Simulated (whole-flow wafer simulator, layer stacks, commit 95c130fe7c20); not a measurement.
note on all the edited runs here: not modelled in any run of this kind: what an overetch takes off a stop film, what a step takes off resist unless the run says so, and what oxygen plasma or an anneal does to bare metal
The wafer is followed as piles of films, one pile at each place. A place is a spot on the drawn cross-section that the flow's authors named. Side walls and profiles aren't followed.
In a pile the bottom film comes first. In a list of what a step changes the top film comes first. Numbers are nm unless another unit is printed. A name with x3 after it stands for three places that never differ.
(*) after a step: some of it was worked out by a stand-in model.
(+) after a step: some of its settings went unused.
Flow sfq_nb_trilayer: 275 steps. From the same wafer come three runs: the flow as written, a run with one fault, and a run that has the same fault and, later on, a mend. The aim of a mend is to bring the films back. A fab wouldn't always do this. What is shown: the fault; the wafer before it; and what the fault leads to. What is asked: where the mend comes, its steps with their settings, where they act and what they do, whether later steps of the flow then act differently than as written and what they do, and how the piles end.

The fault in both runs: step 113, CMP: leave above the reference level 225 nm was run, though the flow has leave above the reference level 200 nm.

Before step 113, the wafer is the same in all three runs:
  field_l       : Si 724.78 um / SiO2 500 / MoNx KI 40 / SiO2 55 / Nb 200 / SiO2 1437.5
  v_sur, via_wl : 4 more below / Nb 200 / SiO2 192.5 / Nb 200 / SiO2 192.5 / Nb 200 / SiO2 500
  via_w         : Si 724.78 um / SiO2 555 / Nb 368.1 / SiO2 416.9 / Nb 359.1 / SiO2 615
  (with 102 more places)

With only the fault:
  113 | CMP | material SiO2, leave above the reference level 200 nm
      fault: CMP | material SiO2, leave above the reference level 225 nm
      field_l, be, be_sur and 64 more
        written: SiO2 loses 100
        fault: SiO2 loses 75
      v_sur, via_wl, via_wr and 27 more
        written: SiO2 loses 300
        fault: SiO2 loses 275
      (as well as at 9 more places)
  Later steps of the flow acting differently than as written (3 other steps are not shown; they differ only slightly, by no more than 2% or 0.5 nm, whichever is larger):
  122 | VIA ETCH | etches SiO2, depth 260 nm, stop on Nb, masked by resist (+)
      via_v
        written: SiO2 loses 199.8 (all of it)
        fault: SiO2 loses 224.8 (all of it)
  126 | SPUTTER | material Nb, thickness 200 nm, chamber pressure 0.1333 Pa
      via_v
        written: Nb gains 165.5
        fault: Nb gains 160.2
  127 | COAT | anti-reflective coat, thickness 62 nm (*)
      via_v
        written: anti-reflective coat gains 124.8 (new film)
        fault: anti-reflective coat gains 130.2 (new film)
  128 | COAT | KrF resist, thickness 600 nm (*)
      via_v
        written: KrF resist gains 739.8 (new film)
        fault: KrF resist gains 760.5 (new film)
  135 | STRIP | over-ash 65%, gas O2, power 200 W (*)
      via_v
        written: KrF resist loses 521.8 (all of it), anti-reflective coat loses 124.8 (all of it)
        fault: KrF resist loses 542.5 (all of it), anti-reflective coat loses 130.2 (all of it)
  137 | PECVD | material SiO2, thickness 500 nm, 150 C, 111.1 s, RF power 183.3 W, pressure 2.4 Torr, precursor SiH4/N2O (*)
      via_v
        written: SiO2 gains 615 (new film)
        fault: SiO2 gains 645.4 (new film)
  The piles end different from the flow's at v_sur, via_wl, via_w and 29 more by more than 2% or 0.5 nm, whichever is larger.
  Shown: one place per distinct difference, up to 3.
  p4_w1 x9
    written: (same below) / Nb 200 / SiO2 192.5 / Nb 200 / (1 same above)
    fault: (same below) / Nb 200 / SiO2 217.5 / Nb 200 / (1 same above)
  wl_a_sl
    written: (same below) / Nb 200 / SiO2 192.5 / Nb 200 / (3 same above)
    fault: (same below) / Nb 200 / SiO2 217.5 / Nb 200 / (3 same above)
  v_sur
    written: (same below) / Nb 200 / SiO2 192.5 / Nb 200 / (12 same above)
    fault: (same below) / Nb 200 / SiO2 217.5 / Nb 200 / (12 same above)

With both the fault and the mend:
  The mend follows step 114.
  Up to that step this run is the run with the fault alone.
  114a | CMP | material SiO2, leave above the reference level 200 nm (the flow's step 113 again)
      field_l, v_sur, via_wl and 103 more
        SiO2 loses 25
  Later steps of the flow that are run all act as written at every place that is followed.
  The piles end the same as the flow's at every place that both follow.
